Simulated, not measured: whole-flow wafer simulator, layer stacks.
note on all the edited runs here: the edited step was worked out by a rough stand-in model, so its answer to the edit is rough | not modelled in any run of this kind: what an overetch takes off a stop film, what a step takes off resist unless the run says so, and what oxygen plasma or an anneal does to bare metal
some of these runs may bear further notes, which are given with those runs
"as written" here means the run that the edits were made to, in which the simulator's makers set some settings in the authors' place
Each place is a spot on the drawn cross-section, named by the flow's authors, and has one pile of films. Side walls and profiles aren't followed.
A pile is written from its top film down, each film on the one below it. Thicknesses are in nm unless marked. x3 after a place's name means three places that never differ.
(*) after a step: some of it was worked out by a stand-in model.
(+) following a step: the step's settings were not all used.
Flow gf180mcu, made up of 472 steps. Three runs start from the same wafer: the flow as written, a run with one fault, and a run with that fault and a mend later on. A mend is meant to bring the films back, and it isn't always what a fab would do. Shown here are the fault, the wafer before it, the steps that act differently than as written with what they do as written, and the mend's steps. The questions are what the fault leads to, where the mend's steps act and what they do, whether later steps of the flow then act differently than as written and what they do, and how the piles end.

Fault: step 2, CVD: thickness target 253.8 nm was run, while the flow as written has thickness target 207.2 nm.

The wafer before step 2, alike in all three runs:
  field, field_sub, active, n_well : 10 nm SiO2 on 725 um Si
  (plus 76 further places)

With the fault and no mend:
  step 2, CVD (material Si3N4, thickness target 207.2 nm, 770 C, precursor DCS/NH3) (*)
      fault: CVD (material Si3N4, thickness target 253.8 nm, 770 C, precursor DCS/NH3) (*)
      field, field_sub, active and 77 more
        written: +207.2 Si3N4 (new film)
        fault: +253.8 Si3N4 (new film)
  Steps later in the flow that act otherwise than as written (88 more steps, not shown, differ only slightly: by at most 2% or 0.5 nm, whichever is larger):
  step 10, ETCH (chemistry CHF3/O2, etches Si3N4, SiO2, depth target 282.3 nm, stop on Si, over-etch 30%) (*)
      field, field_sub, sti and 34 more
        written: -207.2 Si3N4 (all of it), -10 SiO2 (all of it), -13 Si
        fault: -253.8 Si3N4 (all of it), -10 SiO2 (all of it), -3.71 Si
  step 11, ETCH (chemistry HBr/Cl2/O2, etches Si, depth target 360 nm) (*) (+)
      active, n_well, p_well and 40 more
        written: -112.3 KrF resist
        fault: -115.4 KrF resist
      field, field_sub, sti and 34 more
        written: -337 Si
        fault: -346.3 Si
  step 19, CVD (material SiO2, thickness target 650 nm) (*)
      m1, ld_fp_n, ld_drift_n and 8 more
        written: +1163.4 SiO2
        fault: +1210 SiO2
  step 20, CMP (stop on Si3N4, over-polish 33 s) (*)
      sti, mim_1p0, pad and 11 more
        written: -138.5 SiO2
        fault: -91.9 SiO2
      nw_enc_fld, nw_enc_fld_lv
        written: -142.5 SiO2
        fault: -95.9 SiO2
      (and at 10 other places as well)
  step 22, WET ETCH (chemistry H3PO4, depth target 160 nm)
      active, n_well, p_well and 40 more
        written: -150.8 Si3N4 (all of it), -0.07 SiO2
        fault: -160.1 Si3N4
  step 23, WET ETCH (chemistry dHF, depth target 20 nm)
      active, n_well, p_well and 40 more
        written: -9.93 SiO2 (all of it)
        fault: -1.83 Si3N4
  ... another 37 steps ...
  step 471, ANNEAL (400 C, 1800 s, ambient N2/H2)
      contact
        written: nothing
        fault: under 49 films: +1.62 void (new film), -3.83 Ti, +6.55 TiSi first (new film), -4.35 Si
  At field__w8, active, n_well and 56 more, the piles at the end differ from the flow's by more than 2% or 0.5 nm, whichever is larger.
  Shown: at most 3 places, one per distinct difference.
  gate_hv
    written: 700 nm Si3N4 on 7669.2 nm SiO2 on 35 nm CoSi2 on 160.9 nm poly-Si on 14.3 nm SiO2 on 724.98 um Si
    fault: 700 nm Si3N4 on 7682.3 nm SiO2 on 35 nm CoSi2 on 160.9 nm poly-Si on 32.5 nm Si3N4 on 10 nm SiO2 on 725 um Si
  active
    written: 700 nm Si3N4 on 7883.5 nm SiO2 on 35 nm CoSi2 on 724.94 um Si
    fault: 700 nm Si3N4 on 7883.4 nm SiO2 on 27.2 nm Si3N4 on 10 nm SiO2 on 725 um Si
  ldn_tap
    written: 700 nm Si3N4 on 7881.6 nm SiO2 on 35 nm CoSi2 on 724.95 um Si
    fault: 700 nm Si3N4 on 7881.9 nm SiO2 on 28.7 nm Si3N4 on 10 nm SiO2 on 725 um Si

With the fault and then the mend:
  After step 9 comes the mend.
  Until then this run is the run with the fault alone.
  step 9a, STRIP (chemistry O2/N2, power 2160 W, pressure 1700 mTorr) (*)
      active, n_well, p_well and 40 more
        -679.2 KrF resist (all of it)
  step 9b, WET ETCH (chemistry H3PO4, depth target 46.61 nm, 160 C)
      field, field_sub, active and 77 more
        -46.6 Si3N4
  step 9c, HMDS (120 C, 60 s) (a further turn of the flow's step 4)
      does not change any film at any place that is followed
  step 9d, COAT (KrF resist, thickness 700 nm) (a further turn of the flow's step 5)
      field, field_sub, active and 77 more
        +700 KrF resist (new film)
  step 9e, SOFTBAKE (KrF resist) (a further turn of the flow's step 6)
      does not change any film at any place that is followed
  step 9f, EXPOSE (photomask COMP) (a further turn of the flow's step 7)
      does not change any film at any place that is followed
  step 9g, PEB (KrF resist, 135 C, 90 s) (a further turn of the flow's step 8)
      field, field_sub, active and 77 more
        -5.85 KrF resist
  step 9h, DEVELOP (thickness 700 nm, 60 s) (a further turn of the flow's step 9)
      active, n_well, p_well and 40 more
        -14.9 KrF resist
      field, field_sub, sti and 34 more
        -694.2 KrF resist (all of it)
  Later steps of the flow that are run all act as written at every place that is followed, up to a difference of at most 2% or 0.5 nm, whichever is larger.
  At every place that both follow, the piles at the end match the flow's.
